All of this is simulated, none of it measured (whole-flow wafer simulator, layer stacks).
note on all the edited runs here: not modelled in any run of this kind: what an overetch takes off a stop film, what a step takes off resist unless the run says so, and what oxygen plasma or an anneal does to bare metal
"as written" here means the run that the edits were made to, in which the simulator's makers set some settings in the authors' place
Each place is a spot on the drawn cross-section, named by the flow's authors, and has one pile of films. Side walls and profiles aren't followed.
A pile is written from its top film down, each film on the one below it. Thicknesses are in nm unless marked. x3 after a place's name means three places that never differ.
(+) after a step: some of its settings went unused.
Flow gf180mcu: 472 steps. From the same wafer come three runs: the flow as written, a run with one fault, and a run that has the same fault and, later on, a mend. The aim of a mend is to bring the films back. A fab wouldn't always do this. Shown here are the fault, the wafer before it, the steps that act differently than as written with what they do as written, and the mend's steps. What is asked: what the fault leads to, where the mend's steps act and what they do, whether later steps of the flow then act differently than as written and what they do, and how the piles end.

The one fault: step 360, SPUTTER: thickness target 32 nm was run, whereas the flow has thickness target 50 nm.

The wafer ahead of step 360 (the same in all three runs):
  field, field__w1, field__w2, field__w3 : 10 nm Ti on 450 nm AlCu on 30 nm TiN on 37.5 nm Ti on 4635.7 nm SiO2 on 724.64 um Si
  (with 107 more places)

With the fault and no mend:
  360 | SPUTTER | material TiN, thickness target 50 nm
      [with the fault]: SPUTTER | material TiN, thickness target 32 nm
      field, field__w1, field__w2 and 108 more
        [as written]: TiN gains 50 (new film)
        [with the fault]: TiN gains 32 (new film)
  Steps further on in the flow that do not act as written (3 other steps are not shown; they differ only slightly, by no more than 2% or 0.5 nm, whichever is larger):
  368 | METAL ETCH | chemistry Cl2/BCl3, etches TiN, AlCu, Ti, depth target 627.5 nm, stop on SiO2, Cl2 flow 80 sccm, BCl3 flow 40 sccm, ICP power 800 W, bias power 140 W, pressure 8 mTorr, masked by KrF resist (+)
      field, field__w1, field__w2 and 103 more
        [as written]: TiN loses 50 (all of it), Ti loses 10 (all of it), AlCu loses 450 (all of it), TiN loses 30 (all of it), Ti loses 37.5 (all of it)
        [with the fault]: TiN loses 32 (all of it), Ti loses 10 (all of it), AlCu loses 450 (all of it), TiN loses 30 (all of it), Ti loses 37.5 (all of it)
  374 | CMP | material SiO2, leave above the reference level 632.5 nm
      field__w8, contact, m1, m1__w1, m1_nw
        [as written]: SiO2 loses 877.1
        [with the fault]: SiO2 loses 859.1
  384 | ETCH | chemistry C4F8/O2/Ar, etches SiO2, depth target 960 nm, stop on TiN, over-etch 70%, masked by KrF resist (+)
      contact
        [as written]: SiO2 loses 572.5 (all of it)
        [with the fault]: SiO2 loses 590.5 (all of it)
  The piles end different from the flow's at field__w8, contact, m1, m1__w1, m1_nw by more than 2% or 0.5 nm, whichever is larger.
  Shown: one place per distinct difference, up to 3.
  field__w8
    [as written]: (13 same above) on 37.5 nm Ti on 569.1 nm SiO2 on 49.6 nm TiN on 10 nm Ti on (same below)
    [with the fault]: (13 same above) on 37.5 nm Ti on 587.1 nm SiO2 on 31.6 nm TiN on 10 nm Ti on (same below)
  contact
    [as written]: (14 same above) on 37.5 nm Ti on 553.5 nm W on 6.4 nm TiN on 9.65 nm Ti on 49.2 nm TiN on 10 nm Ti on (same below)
    [with the fault]: (14 same above) on 37.5 nm Ti on 571.7 nm W on 6.34 nm TiN on 9.55 nm Ti on 31.2 nm TiN on 10 nm Ti on (same below)

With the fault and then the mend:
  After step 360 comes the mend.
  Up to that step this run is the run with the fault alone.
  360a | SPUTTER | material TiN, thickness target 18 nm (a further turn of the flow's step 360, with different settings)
      field, field__w1, field__w2 and 108 more
        TiN gains 18
  Later steps of the flow that are run all act as written at every place that is followed.
  The piles end the same as the flow's at every place that both follow.
